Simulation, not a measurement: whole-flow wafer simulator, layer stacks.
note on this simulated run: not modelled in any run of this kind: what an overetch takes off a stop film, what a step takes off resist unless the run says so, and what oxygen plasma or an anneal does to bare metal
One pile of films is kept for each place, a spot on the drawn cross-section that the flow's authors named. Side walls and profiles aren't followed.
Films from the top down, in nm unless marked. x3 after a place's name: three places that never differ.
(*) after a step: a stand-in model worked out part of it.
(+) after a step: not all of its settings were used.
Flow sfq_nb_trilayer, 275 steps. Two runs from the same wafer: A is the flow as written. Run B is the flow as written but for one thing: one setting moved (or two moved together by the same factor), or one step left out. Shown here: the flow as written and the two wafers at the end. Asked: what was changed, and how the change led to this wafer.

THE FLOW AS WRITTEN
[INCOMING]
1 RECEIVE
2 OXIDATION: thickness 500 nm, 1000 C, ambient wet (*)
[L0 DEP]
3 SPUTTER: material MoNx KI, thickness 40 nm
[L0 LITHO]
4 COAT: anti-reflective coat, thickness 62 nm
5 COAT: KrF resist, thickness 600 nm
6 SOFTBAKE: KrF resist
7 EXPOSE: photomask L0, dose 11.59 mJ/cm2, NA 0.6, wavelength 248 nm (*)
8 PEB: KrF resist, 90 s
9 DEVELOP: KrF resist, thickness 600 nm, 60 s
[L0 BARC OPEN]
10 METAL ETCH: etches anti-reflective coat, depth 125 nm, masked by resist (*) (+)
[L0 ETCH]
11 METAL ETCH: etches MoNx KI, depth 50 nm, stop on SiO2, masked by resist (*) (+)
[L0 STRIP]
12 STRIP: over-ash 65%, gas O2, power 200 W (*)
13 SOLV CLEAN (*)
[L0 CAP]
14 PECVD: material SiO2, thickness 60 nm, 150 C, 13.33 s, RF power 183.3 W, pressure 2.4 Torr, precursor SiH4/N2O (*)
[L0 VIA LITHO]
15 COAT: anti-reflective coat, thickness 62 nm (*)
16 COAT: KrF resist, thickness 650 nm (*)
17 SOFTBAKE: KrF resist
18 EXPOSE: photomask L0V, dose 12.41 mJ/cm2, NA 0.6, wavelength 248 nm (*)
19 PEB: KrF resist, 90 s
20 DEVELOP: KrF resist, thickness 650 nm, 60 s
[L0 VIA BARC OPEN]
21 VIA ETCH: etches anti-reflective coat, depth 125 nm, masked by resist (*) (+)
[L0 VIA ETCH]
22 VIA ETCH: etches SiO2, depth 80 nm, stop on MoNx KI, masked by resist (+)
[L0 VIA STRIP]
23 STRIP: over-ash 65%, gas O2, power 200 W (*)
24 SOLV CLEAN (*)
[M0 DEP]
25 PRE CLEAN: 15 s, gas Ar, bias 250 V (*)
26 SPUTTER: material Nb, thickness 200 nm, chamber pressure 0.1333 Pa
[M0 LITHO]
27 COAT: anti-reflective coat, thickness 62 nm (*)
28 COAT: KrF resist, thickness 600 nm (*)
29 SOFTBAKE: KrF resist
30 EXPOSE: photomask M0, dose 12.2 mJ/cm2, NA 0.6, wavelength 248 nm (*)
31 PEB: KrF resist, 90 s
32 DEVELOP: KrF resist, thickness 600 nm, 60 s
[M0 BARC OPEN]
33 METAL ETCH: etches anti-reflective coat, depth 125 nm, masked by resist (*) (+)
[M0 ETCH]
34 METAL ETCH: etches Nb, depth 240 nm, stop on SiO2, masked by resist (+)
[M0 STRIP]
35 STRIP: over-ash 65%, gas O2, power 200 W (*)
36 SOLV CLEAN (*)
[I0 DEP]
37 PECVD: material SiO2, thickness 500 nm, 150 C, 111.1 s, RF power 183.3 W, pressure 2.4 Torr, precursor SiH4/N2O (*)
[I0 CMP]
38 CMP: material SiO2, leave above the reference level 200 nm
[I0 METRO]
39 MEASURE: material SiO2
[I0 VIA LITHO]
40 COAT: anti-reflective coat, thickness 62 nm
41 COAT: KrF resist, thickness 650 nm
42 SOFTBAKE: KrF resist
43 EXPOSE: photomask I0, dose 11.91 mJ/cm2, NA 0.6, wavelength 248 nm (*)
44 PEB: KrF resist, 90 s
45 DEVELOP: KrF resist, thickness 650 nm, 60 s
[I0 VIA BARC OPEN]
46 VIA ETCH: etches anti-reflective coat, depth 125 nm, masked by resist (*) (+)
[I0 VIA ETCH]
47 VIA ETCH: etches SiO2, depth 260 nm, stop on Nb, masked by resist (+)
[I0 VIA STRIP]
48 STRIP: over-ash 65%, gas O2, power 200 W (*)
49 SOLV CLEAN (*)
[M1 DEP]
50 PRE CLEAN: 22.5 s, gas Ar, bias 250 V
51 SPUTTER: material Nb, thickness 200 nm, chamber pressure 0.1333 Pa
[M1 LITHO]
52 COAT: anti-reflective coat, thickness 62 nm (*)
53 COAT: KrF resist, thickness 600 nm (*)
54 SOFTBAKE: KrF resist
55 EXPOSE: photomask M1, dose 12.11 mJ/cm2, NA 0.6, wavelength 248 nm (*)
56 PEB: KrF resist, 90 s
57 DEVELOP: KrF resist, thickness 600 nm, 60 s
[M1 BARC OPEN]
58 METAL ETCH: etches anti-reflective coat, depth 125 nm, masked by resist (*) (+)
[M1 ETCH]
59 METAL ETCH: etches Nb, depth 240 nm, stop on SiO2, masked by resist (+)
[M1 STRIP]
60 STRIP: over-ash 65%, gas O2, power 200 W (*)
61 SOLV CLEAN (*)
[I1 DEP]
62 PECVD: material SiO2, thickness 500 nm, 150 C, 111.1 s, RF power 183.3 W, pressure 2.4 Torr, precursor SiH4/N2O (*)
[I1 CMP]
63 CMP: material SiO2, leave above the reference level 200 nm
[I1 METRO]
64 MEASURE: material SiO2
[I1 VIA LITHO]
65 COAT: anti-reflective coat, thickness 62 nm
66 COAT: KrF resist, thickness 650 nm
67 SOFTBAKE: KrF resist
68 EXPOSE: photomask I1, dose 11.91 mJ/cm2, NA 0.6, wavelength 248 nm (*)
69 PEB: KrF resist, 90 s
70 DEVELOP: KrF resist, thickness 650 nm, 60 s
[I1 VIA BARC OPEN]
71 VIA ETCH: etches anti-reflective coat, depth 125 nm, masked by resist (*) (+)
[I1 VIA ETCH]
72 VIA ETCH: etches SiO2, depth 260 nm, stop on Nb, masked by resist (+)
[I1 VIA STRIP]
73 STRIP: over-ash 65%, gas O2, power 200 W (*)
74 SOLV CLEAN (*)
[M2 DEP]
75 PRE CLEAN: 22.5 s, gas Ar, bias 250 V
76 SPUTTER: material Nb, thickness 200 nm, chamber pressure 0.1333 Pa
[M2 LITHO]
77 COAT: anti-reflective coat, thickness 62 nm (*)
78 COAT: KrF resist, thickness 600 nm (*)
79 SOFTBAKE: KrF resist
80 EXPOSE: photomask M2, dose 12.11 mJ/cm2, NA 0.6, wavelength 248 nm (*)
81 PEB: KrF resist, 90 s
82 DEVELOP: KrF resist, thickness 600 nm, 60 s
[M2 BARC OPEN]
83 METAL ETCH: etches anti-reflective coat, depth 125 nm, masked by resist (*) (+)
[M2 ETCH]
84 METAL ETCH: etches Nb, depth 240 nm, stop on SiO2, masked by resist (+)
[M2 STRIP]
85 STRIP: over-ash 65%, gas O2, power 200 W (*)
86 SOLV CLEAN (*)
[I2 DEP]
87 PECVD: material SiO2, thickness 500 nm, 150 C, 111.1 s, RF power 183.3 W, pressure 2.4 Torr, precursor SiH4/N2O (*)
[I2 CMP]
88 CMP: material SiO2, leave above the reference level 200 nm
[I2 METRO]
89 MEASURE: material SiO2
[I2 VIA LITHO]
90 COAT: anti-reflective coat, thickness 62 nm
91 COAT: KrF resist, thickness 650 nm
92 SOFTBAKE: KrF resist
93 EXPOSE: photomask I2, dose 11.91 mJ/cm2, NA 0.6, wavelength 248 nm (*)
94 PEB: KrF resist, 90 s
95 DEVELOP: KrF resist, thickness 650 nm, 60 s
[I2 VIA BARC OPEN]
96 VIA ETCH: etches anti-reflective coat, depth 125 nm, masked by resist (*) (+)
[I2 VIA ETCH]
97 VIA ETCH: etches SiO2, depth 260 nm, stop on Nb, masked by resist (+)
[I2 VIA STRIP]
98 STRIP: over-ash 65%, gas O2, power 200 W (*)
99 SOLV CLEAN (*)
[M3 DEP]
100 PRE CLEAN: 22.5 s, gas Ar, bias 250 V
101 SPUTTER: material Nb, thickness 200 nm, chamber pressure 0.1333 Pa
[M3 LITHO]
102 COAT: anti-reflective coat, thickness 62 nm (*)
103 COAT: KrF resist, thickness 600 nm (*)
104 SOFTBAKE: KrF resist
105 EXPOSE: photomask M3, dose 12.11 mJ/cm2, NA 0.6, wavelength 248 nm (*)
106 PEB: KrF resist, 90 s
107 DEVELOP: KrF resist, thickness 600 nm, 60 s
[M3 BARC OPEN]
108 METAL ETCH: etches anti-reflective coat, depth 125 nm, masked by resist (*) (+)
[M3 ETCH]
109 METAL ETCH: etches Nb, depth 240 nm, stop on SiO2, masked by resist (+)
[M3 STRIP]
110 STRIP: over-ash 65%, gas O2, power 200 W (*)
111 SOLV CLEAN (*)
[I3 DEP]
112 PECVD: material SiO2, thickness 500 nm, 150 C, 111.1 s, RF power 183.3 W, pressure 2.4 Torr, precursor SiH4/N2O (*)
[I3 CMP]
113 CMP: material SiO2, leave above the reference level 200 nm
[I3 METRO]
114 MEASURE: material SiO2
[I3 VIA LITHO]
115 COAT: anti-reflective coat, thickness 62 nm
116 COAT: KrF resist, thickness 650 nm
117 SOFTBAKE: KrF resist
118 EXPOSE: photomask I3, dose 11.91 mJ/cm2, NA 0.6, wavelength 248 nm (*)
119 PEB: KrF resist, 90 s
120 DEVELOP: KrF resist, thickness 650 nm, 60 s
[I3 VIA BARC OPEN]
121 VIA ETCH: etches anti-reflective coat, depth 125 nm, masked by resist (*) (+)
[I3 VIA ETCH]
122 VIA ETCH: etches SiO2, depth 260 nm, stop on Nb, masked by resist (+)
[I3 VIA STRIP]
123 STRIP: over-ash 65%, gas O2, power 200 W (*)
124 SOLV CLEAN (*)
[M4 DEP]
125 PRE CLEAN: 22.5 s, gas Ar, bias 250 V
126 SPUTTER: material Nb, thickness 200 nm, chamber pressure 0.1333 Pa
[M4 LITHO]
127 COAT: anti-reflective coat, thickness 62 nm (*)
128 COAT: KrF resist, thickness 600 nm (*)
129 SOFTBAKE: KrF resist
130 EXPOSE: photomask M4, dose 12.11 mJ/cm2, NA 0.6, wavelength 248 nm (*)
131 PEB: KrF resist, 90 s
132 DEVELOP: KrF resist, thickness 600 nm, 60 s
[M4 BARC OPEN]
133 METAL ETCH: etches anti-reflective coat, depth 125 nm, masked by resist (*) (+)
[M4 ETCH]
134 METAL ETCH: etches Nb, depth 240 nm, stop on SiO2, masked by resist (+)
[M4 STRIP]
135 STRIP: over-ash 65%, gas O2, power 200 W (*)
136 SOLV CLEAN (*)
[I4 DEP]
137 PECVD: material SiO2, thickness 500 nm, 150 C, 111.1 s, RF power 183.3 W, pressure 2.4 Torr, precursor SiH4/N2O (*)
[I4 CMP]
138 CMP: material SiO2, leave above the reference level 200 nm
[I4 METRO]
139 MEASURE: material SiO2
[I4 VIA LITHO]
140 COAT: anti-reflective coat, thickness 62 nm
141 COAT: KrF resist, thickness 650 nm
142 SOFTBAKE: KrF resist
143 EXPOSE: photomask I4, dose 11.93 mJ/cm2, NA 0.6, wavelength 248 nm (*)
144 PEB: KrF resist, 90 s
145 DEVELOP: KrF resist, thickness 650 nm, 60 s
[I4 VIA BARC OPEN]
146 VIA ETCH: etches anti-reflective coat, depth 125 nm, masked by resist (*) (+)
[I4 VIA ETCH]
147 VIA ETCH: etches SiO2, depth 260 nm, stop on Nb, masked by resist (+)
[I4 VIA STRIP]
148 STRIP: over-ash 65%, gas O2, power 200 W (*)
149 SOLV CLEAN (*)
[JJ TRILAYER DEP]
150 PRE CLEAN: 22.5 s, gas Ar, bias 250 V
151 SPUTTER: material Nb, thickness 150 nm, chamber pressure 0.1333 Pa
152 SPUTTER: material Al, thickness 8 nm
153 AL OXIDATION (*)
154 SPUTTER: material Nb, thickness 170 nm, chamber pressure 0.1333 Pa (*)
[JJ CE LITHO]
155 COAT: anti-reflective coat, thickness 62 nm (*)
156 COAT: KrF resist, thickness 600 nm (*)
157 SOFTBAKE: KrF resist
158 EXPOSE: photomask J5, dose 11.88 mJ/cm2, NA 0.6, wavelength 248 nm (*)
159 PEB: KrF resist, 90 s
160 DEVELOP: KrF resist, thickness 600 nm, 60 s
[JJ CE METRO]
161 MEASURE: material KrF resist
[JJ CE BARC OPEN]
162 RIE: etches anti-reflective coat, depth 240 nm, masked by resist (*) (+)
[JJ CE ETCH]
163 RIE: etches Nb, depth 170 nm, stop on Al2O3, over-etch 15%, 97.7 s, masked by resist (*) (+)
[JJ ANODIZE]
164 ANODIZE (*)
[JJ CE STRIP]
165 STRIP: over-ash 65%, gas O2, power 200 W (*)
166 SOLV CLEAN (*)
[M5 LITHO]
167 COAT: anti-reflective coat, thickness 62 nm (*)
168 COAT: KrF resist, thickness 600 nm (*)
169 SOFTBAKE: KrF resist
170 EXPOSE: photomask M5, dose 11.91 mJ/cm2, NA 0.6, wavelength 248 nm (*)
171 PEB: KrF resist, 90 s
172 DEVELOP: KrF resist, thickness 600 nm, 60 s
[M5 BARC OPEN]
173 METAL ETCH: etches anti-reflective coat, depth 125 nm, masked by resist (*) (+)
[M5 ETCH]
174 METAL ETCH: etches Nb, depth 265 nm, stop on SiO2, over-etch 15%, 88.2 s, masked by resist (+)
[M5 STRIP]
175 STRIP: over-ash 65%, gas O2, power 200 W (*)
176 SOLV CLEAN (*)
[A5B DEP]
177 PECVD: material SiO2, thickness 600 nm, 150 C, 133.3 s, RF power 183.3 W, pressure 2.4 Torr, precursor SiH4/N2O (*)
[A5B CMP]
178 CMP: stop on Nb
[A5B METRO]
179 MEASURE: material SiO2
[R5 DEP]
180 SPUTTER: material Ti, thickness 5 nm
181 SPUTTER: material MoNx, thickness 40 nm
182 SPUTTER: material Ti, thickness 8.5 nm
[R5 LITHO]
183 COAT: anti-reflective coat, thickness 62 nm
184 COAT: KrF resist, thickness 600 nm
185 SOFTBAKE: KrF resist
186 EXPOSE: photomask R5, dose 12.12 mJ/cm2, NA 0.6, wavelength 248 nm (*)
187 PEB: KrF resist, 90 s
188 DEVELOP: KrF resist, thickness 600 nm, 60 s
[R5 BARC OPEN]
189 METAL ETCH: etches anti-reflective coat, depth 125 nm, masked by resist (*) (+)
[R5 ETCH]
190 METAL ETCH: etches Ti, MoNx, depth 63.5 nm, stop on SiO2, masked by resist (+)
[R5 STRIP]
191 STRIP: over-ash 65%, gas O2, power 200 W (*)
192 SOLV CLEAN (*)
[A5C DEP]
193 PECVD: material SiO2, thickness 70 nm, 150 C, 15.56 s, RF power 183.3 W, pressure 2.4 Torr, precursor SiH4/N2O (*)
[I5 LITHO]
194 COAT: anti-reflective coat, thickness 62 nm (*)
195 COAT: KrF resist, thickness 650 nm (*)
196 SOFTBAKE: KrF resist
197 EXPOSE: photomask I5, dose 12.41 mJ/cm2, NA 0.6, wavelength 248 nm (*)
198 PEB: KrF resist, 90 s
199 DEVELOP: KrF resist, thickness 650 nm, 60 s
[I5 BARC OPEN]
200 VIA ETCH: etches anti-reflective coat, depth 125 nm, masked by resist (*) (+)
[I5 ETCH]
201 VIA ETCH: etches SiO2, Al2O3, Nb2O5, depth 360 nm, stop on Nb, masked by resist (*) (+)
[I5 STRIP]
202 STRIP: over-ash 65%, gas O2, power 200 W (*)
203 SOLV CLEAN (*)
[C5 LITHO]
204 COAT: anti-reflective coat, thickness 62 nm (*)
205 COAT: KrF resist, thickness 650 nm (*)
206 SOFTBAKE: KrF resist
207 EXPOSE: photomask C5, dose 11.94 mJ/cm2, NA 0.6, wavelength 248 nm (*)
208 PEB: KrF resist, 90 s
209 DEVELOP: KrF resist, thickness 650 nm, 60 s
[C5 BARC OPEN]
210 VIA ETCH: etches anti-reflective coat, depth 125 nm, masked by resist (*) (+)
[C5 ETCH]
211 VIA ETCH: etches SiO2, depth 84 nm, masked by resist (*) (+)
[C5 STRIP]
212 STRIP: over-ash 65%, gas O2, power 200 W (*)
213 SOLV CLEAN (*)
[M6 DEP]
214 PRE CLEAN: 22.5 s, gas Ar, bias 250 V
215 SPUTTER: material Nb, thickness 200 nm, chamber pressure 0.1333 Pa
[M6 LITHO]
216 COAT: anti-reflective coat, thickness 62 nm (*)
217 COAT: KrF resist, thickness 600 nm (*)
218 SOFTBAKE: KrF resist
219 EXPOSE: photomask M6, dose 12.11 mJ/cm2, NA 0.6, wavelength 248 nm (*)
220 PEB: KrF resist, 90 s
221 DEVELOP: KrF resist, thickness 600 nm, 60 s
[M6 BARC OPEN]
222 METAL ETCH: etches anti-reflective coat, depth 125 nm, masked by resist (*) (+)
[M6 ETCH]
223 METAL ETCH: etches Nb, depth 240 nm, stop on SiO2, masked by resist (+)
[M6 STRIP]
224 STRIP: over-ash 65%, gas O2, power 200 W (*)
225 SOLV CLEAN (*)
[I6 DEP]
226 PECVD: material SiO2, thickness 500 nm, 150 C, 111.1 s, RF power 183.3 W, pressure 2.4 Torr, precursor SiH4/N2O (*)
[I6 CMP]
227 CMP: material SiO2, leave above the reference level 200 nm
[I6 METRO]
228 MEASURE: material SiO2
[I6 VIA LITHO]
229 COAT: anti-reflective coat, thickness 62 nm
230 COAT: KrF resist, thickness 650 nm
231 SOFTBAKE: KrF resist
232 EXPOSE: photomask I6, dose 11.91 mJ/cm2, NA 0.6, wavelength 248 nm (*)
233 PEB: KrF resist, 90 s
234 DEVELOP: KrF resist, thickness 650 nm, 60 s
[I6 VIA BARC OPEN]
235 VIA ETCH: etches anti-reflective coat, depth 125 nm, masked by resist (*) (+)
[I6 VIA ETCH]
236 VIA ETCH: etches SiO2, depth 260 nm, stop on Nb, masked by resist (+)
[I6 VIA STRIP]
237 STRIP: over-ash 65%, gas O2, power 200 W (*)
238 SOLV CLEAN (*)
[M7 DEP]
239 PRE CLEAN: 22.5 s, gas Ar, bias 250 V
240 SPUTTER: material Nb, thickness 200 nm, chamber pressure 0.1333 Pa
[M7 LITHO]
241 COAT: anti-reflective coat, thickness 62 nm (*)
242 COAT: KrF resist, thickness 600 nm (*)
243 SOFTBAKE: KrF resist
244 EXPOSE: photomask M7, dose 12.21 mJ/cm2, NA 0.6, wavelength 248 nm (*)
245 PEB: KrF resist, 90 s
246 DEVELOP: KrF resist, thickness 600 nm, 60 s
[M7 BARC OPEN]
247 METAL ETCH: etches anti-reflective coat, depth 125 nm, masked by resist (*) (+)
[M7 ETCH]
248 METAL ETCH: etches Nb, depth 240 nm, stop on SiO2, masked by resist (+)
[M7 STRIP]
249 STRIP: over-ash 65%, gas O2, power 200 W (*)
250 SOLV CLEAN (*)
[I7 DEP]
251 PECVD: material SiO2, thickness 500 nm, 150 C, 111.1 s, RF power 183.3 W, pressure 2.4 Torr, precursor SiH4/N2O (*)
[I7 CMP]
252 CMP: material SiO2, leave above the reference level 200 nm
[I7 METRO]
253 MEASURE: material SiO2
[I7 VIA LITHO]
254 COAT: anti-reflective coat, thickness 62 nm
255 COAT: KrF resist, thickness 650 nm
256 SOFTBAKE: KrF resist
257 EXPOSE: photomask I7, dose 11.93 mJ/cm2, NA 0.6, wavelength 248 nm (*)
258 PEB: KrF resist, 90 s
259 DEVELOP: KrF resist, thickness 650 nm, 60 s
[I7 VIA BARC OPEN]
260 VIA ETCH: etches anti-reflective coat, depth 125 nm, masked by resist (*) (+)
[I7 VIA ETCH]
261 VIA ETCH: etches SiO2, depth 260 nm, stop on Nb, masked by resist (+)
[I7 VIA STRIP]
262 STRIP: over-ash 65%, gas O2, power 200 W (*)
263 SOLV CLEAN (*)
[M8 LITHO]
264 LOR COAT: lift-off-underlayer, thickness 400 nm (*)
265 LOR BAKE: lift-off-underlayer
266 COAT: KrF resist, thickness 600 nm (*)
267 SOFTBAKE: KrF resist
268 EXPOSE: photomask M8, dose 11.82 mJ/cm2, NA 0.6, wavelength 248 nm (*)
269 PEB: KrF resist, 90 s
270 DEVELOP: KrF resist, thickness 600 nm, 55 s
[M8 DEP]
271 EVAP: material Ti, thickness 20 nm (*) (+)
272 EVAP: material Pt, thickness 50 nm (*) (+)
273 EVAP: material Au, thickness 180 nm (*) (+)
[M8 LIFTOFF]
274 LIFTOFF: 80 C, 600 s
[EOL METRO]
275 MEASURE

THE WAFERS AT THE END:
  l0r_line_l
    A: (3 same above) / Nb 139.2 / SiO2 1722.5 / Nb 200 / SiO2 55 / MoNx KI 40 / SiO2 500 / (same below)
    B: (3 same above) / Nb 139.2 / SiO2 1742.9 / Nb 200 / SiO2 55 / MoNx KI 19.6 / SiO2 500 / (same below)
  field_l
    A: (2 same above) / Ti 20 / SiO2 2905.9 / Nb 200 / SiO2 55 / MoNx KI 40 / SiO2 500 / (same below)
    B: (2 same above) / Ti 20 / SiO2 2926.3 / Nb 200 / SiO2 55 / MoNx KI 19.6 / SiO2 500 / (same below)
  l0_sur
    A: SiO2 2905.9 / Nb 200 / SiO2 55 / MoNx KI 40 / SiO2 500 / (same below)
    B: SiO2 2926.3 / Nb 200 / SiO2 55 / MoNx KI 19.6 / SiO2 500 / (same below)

The cause: step 3, SPUTTER: thickness 19.6 nm was run, where the flow has thickness 40 nm.
It can be read off the wafer: l0r_line_l has MoNx KI 19.6, and step 3 as written asks for 40 nm.

How the change led to this, step by step:
  3 SPUTTER: material MoNx KI, thickness 40 nm
      field_l, v_sur, via_wl and 103 more: A MoNx KI +40 (new film) | B MoNx KI +19.6 (new film)
  11 METAL ETCH: etches MoNx KI, depth 50 nm, stop on SiO2, masked by resist (*) (+)
      v_sur, via_wl, via_w and 97 more: A MoNx KI -40 (all of it) | B MoNx KI -19.6 (all of it)
      field_l, l0_sur, l0v, l0r_line_l, l0r_line_c, l0r_line_r: A KrF resist -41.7 | B KrF resist -24.5
  12 STRIP: over-ash 65%, gas O2, power 200 W (*)
      field_l, l0_sur, l0v, l0r_line_l, l0r_line_c, l0r_line_r: A KrF resist -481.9 (all of it), anti-reflective coat -62 (all of it) | B KrF resist -499.1 (all of it), anti-reflective coat -62 (all of it)
  15 COAT: anti-reflective coat, thickness 62 nm (*)
      l0r_line_l, l0r_line_c: A anti-reflective coat +59 (new film) | B anti-reflective coat +60.3 (new film)
      field_l: A anti-reflective coat +56.7 (new film) | B anti-reflective coat +59.1 (new film)
      (and at 5 more places)
  23 STRIP: over-ash 65%, gas O2, power 200 W (*)
      field_l: A KrF resist -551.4 (all of it), anti-reflective coat -56.7 (all of it) | B KrF resist -555.8 (all of it), anti-reflective coat -59.1 (all of it)
      v_sur: A KrF resist -570.5 (all of it), anti-reflective coat -72.2 (all of it) | B KrF resist -564.8 (all of it), anti-reflective coat -67.1 (all of it)
      (and at 6 more places)
  27 COAT: anti-reflective coat, thickness 62 nm (*)
      field_l: A anti-reflective coat +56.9 (new film) | B anti-reflective coat +59.3 (new film)
      v_sur: A anti-reflective coat +72.3 (new film) | B anti-reflective coat +67 (new film)
      (and at 7 more places)
  35 STRIP: over-ash 65%, gas O2, power 200 W (*)
      field_l: A KrF resist -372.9 (all of it), anti-reflective coat -56.9 (all of it) | B KrF resist -377.7 (all of it), anti-reflective coat -59.3 (all of it)
      v_sur: A KrF resist -391.6 (all of it), anti-reflective coat -72.3 (all of it) | B KrF resist -386.8 (all of it), anti-reflective coat -67 (all of it)
      (and at 7 more places)
  38 CMP: material SiO2, leave above the reference level 200 nm
      field_l, l0_sur, l0r_line_l, l0r_line_c, l0r_line_r: A SiO2 -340 | B SiO2 -319.6
      l0v: A SiO2 -277.8 | B SiO2 -257.4
